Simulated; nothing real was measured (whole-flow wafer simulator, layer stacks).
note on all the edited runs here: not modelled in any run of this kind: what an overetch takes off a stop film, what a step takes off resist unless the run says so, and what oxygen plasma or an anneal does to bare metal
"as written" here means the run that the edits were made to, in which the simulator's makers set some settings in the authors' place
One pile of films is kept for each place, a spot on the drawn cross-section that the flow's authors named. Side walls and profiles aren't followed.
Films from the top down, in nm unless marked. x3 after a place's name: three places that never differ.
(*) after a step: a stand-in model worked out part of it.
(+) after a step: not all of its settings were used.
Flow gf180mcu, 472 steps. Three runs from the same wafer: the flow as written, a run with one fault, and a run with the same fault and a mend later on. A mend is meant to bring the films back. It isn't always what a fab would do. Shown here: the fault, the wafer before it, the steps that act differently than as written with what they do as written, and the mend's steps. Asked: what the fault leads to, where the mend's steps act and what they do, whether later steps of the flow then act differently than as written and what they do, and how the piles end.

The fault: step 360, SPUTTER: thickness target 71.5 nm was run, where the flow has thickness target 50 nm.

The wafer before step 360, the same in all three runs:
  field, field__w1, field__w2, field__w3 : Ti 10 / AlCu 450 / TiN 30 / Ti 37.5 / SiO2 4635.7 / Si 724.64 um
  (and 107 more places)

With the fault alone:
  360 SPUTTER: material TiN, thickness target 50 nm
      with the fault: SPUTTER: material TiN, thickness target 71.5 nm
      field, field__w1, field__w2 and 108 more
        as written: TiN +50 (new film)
        with the fault: TiN +71.5 (new film)
  Later steps of the flow that act differently than as written (3 more steps differ only slightly, by at most 2% or 0.5 nm, whichever is larger, and aren't shown):
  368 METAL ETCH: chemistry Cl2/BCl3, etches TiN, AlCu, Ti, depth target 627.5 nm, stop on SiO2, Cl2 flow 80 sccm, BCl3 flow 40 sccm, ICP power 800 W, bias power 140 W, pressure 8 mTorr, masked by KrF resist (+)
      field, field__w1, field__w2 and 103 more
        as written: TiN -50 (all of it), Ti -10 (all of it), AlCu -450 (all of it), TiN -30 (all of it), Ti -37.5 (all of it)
        with the fault: TiN -71.5 (all of it), Ti -10 (all of it), AlCu -450 (all of it), TiN -30 (all of it), Ti -37.5 (all of it)
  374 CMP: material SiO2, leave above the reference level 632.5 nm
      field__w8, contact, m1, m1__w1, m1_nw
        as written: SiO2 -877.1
        with the fault: SiO2 -898.6
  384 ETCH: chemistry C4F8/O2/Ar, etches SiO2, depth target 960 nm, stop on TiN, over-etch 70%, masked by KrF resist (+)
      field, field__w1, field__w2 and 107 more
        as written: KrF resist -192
        with the fault: KrF resist -187.3
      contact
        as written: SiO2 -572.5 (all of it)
        with the fault: SiO2 -551 (all of it)
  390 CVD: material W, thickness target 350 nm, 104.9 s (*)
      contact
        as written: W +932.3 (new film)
        with the fault: W +910.6 (new film)
  At the end the piles differ from the flow's by more than 2% or 0.5 nm, whichever is larger, at field__w8, contact, m1, m1__w1, m1_nw.
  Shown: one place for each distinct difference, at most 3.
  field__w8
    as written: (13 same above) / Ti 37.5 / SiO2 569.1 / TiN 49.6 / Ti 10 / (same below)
    with the fault: (13 same above) / Ti 37.5 / SiO2 547.6 / TiN 71.1 / Ti 10 / (same below)
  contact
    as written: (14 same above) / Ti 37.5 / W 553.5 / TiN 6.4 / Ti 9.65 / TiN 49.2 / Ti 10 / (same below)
    with the fault: (14 same above) / Ti 37.5 / W 531.8 / TiN 6.48 / Ti 9.77 / TiN 70.7 / Ti 10 / (same below)

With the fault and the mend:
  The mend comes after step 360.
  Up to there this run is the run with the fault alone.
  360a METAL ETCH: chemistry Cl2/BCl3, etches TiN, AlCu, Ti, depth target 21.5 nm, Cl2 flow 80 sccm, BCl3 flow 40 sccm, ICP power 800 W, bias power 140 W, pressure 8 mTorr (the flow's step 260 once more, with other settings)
      field, field__w1, field__w2 and 108 more
        TiN -21.5
  No later step of the flow acts differently than as written at any place that is followed.
  At the end the piles are the same as the flow's at every place that both follow.
